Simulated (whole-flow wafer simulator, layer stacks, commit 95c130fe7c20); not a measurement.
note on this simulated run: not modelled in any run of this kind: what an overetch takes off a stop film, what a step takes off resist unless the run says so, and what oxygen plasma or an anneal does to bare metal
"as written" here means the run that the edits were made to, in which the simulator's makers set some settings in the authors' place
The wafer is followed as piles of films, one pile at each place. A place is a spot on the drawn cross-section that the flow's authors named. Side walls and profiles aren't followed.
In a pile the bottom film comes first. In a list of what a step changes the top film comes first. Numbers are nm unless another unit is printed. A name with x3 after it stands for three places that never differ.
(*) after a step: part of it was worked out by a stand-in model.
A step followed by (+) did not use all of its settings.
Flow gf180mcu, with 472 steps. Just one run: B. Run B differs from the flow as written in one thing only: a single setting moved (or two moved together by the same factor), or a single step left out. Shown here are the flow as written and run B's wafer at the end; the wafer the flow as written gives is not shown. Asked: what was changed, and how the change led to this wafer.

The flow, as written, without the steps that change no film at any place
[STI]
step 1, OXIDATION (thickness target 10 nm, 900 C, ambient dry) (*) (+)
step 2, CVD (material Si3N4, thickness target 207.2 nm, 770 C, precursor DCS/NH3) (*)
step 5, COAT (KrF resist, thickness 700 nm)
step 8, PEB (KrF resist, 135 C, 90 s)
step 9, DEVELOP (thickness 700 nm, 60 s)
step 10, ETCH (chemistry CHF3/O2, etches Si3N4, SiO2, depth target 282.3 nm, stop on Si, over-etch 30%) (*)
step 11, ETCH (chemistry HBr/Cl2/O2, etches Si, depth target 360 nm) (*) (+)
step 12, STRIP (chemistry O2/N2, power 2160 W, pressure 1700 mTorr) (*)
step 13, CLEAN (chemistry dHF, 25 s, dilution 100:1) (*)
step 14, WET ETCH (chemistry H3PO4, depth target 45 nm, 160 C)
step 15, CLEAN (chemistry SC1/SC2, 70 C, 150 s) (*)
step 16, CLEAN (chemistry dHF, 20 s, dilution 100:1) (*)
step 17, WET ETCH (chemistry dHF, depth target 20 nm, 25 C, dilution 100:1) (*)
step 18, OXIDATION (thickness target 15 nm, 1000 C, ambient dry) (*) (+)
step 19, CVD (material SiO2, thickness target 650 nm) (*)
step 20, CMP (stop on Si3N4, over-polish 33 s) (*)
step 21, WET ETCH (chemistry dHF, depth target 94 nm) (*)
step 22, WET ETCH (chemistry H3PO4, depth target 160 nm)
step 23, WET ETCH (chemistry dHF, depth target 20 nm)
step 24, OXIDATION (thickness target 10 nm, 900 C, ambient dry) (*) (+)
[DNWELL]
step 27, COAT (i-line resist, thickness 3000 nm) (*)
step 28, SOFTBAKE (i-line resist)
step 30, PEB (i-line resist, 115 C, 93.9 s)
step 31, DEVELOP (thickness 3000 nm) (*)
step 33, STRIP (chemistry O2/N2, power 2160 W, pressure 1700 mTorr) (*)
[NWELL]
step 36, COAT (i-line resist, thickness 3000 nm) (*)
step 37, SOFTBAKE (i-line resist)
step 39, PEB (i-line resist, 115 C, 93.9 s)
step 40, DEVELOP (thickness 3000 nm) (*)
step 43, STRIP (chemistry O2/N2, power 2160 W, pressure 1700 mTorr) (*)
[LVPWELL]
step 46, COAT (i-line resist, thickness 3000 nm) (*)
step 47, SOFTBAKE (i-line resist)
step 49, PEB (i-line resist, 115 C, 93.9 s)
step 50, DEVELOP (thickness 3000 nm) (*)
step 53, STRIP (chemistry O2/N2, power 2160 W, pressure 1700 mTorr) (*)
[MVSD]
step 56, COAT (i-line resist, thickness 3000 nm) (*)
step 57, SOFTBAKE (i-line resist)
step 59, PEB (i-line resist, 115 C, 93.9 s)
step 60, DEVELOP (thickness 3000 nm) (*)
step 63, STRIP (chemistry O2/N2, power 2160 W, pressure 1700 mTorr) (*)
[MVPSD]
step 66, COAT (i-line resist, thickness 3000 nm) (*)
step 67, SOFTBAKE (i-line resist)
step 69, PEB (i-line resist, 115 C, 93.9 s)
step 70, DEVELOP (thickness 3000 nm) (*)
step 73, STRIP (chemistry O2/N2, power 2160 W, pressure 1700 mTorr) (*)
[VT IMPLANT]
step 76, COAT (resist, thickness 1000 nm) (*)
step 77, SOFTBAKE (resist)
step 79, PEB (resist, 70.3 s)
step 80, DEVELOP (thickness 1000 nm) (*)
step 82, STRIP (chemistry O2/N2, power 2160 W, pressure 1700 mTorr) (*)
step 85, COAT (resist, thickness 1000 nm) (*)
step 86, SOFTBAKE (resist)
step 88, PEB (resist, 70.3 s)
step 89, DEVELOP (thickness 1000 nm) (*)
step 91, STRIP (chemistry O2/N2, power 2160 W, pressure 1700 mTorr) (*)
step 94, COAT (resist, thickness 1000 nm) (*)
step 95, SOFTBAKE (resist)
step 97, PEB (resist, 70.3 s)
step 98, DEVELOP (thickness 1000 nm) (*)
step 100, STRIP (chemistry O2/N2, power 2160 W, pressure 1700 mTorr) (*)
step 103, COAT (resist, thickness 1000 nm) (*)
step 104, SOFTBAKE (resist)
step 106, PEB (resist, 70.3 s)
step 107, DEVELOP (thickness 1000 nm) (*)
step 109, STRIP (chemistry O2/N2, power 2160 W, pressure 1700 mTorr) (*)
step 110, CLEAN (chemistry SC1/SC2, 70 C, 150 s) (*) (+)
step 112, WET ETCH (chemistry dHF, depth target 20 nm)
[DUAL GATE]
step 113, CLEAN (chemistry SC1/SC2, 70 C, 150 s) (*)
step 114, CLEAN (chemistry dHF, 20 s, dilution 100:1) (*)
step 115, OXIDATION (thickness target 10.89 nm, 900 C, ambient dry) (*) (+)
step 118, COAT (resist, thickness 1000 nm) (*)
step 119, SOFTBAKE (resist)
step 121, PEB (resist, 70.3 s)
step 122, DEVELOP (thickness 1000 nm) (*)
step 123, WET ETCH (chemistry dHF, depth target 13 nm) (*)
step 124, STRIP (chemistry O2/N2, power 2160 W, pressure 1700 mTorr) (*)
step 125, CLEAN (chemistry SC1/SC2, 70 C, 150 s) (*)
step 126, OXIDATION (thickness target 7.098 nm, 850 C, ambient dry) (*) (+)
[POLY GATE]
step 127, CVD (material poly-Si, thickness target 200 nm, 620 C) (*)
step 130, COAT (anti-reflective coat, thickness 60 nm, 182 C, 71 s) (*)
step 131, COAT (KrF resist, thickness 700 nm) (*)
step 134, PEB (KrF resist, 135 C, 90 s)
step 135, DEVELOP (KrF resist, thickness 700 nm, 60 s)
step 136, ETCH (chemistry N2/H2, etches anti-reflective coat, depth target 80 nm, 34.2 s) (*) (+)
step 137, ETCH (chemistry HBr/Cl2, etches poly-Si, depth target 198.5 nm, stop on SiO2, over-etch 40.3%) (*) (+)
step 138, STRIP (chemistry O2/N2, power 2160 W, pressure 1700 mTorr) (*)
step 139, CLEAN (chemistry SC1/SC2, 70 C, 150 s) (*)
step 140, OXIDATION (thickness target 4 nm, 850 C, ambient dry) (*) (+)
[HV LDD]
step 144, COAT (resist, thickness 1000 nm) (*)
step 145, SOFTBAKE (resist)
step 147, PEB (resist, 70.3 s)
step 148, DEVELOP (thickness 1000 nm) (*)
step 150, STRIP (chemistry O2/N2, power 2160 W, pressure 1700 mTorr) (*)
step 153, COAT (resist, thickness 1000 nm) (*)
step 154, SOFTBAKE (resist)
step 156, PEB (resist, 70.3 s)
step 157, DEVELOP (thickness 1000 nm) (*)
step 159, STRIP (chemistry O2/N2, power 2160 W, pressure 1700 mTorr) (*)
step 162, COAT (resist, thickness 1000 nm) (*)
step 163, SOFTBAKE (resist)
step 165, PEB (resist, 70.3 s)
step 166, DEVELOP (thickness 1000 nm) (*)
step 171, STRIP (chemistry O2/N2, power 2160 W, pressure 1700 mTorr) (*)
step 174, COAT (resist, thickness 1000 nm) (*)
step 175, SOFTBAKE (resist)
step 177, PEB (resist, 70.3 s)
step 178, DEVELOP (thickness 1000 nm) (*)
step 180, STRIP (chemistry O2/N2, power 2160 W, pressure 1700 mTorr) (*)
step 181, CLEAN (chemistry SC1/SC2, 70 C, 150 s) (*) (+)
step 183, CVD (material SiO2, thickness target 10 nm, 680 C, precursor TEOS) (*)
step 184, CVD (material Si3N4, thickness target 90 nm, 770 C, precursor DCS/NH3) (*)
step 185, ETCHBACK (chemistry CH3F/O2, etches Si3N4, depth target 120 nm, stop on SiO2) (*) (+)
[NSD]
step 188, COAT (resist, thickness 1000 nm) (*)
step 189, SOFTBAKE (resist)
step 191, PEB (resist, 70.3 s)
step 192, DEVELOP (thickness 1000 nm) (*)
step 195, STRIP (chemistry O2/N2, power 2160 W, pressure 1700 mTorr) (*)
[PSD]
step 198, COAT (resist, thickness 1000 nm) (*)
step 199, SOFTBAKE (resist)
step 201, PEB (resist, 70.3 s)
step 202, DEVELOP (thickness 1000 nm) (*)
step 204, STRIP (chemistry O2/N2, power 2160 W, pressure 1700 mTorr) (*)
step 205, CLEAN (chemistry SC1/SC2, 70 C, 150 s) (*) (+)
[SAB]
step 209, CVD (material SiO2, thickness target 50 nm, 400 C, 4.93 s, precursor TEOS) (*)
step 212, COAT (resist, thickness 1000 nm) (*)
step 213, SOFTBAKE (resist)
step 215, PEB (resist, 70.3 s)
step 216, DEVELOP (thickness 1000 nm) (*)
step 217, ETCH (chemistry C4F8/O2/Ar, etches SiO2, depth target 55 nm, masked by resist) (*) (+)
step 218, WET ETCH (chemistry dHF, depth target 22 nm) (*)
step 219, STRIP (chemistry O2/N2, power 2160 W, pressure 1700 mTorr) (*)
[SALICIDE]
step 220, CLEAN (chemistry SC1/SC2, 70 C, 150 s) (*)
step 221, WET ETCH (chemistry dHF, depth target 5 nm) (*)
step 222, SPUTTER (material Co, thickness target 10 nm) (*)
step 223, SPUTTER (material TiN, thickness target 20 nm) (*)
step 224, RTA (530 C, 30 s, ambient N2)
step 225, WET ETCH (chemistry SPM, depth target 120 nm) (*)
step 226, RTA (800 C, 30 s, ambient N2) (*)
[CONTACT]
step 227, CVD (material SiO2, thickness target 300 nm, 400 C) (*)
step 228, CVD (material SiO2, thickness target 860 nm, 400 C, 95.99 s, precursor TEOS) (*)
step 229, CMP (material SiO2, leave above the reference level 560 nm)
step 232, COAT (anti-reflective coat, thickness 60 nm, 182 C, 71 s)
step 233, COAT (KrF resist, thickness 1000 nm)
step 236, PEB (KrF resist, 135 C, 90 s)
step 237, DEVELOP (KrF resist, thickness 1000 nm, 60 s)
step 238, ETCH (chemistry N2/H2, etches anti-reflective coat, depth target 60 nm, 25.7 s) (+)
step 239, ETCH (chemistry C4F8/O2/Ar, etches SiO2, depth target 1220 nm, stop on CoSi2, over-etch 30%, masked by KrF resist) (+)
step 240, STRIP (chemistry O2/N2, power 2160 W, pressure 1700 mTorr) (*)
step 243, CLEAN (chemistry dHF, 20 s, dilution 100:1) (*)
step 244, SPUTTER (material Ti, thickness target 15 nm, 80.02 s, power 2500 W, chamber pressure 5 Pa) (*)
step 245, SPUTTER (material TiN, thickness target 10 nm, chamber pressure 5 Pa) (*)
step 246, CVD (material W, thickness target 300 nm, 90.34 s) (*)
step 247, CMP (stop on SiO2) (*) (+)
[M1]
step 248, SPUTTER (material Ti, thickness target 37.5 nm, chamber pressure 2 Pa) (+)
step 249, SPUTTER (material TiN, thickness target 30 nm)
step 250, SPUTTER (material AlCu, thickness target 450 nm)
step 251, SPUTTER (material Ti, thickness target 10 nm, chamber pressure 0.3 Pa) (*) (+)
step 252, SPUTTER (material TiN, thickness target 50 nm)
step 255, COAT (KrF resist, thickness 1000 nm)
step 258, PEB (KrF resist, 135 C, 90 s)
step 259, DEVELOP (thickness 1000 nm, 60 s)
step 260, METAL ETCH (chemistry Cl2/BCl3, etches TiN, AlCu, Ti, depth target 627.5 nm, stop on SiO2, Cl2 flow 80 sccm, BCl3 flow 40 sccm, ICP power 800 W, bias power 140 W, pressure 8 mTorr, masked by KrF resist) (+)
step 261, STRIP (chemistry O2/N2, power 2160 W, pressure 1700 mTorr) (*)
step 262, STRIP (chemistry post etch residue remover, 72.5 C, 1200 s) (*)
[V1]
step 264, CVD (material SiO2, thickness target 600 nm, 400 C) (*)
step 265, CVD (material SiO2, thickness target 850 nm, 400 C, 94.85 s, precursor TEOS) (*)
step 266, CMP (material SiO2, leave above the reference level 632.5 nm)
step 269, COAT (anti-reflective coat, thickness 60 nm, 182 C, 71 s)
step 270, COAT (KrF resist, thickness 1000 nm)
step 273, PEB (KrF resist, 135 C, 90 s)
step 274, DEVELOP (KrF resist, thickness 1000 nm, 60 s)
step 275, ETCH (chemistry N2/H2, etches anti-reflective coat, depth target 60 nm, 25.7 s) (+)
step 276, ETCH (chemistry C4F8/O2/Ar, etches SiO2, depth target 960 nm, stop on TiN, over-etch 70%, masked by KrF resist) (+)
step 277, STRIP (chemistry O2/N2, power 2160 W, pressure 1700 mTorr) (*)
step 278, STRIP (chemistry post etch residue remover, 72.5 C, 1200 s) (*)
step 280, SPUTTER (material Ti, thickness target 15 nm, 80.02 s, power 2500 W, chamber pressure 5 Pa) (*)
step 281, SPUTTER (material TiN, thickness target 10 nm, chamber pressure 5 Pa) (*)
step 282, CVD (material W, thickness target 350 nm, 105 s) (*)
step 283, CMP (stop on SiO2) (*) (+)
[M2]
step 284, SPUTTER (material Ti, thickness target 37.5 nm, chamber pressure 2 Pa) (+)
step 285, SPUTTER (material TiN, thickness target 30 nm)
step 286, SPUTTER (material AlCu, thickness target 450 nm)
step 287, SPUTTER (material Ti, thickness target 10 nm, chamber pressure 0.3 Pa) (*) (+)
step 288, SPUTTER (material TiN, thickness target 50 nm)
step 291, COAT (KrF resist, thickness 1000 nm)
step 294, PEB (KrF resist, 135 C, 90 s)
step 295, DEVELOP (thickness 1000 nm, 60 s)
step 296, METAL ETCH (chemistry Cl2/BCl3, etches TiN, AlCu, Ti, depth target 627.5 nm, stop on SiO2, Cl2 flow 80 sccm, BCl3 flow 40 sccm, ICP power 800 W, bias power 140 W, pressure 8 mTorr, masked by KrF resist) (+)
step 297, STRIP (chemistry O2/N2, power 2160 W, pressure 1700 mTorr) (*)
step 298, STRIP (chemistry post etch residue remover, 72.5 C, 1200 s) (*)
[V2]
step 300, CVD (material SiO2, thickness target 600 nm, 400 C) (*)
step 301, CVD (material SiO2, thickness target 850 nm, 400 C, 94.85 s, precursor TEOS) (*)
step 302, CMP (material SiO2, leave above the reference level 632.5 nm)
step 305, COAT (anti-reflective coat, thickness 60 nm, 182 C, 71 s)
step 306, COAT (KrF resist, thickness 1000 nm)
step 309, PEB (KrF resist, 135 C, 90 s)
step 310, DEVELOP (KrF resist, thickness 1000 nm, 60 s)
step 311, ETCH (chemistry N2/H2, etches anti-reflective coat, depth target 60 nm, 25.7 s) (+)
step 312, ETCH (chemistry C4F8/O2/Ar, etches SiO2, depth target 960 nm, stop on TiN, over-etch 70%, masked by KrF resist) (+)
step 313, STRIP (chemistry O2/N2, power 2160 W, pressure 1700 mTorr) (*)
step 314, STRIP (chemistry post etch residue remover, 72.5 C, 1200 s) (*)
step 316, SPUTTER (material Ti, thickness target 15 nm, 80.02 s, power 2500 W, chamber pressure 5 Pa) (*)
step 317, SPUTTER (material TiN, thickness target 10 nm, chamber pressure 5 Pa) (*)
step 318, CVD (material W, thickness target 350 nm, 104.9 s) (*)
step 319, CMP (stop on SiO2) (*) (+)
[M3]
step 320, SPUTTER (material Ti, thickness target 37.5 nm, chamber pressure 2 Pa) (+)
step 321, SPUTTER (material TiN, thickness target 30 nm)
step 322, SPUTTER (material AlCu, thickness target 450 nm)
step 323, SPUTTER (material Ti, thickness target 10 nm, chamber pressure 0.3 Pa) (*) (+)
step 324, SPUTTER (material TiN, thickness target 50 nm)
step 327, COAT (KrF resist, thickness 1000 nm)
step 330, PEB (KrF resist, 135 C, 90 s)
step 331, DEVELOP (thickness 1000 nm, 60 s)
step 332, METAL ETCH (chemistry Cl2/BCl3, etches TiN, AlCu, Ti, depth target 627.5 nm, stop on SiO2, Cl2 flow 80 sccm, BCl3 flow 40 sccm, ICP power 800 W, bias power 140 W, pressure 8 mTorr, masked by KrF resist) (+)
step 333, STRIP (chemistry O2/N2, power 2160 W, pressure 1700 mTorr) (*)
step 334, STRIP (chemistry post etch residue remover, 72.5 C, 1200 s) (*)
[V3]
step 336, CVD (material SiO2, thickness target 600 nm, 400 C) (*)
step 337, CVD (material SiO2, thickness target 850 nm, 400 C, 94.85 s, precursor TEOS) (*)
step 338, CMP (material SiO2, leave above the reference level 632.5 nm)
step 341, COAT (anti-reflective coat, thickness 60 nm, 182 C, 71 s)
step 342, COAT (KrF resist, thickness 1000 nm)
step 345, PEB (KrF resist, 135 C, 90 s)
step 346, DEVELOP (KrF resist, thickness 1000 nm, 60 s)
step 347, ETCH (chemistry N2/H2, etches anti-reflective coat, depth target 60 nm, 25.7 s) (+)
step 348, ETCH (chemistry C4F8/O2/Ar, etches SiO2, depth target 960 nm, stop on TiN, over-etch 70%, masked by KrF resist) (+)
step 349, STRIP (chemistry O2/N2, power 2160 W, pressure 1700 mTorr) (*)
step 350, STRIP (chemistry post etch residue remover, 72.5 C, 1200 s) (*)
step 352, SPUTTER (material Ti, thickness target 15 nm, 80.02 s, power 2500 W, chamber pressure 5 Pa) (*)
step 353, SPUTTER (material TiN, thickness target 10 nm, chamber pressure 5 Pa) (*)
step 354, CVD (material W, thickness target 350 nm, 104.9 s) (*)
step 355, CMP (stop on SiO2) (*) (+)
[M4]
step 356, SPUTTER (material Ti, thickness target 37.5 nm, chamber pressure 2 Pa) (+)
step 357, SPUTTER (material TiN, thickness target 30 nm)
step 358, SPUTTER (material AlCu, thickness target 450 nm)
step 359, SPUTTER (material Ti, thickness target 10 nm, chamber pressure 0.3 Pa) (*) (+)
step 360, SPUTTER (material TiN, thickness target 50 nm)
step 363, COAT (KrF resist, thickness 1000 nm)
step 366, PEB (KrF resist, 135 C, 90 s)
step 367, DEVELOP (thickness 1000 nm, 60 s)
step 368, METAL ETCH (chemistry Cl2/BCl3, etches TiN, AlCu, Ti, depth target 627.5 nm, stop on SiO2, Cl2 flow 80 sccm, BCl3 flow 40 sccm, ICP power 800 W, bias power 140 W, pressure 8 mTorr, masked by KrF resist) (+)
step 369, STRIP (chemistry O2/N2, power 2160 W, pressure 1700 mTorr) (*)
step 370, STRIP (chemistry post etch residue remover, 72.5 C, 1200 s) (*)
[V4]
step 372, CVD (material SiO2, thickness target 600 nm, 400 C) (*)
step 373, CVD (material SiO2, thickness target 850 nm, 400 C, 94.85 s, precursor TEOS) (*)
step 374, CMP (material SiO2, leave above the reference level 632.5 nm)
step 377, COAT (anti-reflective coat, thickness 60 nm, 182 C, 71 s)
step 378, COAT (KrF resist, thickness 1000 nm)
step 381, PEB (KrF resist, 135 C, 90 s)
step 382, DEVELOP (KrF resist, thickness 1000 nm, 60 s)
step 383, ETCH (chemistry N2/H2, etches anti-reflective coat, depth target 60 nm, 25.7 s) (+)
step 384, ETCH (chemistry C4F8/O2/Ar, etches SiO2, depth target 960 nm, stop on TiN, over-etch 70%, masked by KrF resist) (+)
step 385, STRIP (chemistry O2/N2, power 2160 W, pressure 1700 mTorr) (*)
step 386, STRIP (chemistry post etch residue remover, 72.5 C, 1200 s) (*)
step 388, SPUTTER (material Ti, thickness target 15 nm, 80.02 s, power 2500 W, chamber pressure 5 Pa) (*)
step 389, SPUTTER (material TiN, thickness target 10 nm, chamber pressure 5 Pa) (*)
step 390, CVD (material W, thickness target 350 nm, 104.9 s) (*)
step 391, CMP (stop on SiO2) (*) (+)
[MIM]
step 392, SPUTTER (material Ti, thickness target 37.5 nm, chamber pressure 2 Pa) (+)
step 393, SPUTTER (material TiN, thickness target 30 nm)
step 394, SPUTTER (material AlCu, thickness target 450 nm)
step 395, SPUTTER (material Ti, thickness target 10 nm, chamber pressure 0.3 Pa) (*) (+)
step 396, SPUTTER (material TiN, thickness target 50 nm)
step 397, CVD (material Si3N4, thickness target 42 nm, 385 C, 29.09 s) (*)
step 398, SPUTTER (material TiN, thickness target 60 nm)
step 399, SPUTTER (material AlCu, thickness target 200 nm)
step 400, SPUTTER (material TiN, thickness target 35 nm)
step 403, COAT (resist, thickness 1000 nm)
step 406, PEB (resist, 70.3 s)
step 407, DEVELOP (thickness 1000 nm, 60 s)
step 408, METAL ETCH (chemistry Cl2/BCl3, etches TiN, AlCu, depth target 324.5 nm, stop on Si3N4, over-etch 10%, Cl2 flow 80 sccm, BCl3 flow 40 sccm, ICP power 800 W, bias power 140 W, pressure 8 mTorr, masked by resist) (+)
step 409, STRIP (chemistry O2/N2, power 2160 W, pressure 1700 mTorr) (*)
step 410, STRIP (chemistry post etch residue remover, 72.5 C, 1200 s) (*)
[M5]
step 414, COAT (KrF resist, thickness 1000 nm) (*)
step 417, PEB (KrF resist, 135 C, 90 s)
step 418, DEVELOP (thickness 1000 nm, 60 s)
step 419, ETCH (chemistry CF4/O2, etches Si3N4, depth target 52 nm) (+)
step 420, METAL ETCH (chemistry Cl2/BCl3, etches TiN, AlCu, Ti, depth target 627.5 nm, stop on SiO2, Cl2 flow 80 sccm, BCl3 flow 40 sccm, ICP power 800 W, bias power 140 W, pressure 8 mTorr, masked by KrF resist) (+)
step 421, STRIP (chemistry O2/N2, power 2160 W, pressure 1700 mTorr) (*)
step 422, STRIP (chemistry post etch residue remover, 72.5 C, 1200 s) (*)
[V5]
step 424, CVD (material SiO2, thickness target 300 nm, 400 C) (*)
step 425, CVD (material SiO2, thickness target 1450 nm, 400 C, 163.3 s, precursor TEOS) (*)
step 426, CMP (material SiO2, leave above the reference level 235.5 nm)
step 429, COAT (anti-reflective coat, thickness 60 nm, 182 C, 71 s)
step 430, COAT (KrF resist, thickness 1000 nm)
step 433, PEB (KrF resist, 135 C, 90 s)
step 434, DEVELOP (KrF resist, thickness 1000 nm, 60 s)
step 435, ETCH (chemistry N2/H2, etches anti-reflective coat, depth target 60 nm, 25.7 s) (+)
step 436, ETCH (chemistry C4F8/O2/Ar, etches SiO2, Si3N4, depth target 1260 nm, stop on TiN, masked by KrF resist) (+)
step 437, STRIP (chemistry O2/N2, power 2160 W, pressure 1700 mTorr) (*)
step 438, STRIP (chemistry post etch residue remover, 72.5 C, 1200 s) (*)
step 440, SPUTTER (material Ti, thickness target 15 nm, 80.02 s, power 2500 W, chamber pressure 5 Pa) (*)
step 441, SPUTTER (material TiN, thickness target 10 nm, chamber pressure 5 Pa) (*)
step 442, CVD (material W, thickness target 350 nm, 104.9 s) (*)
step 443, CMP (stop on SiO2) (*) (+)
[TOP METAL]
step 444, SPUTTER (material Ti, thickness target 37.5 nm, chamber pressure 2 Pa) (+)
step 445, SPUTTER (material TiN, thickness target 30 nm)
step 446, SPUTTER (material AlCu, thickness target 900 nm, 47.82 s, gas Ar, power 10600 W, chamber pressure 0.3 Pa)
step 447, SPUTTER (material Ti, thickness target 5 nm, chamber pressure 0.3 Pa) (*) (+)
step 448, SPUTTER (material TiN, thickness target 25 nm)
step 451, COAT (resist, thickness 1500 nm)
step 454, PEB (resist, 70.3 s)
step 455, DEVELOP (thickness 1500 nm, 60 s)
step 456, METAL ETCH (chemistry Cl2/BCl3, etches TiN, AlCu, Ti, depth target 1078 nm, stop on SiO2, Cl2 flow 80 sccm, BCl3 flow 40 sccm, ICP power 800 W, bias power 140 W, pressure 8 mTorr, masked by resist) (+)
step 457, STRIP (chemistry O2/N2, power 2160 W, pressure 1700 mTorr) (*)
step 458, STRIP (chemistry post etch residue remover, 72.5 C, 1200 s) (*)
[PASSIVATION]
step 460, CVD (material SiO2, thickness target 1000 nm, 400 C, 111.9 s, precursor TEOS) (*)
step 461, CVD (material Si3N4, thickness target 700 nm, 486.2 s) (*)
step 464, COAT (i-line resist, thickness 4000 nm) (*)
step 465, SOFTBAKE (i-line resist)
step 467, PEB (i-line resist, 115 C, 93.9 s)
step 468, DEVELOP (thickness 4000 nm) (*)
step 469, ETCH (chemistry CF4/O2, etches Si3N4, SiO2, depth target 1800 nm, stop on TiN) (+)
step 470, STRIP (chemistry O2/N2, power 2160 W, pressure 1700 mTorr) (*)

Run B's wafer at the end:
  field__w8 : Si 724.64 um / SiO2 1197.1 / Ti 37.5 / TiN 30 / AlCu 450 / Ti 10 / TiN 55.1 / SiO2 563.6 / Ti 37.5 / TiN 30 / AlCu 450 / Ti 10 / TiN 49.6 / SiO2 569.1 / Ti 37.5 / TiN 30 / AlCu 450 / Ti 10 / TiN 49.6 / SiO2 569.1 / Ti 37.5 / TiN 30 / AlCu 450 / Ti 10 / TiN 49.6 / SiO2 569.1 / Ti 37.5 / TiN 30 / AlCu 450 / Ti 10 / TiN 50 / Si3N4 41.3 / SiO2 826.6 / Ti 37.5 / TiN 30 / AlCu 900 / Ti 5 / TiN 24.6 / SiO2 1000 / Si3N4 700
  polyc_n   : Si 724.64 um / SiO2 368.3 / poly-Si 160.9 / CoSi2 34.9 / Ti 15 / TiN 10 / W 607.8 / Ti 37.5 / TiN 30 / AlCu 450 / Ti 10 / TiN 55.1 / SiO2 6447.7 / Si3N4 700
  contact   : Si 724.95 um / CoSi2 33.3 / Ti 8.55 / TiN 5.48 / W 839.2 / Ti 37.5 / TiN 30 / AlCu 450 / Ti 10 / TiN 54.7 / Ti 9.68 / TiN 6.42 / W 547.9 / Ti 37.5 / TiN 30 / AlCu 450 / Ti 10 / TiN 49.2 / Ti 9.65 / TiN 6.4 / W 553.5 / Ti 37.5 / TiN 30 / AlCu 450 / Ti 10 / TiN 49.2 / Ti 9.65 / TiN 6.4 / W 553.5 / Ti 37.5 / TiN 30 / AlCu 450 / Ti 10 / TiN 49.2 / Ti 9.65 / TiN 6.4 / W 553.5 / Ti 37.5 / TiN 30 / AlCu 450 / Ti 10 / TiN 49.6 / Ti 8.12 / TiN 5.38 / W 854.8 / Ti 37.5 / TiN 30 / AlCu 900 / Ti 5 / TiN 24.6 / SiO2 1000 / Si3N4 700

What caused this: step 252, SPUTTER: thickness target 55.5 nm was run, whereas the flow has thickness target 50 nm.

How this came from the change, step by step:
  step 252, SPUTTER (material TiN, thickness target 50 nm)
      field, field__w1, field__w2 and 108 more: +55.5 TiN (new film) (as written it would have been: +50 TiN (new film))
  step 260, METAL ETCH (chemistry Cl2/BCl3, etches TiN, AlCu, Ti, depth target 627.5 nm, stop on SiO2, Cl2 flow 80 sccm, BCl3 flow 40 sccm, ICP power 800 W, bias power 140 W, pressure 8 mTorr, masked by KrF resist) (+)
      field, field__w1, field__w2 and 99 more: -55.5 TiN (all of it), -10 Ti (all of it), -450 AlCu (all of it), -30 TiN (all of it), -37.5 Ti (all of it) (as written it would have been: -50 TiN (all of it), -10 Ti (all of it), -450 AlCu (all of it), -30 TiN (all of it), -37.5 Ti (all of it))
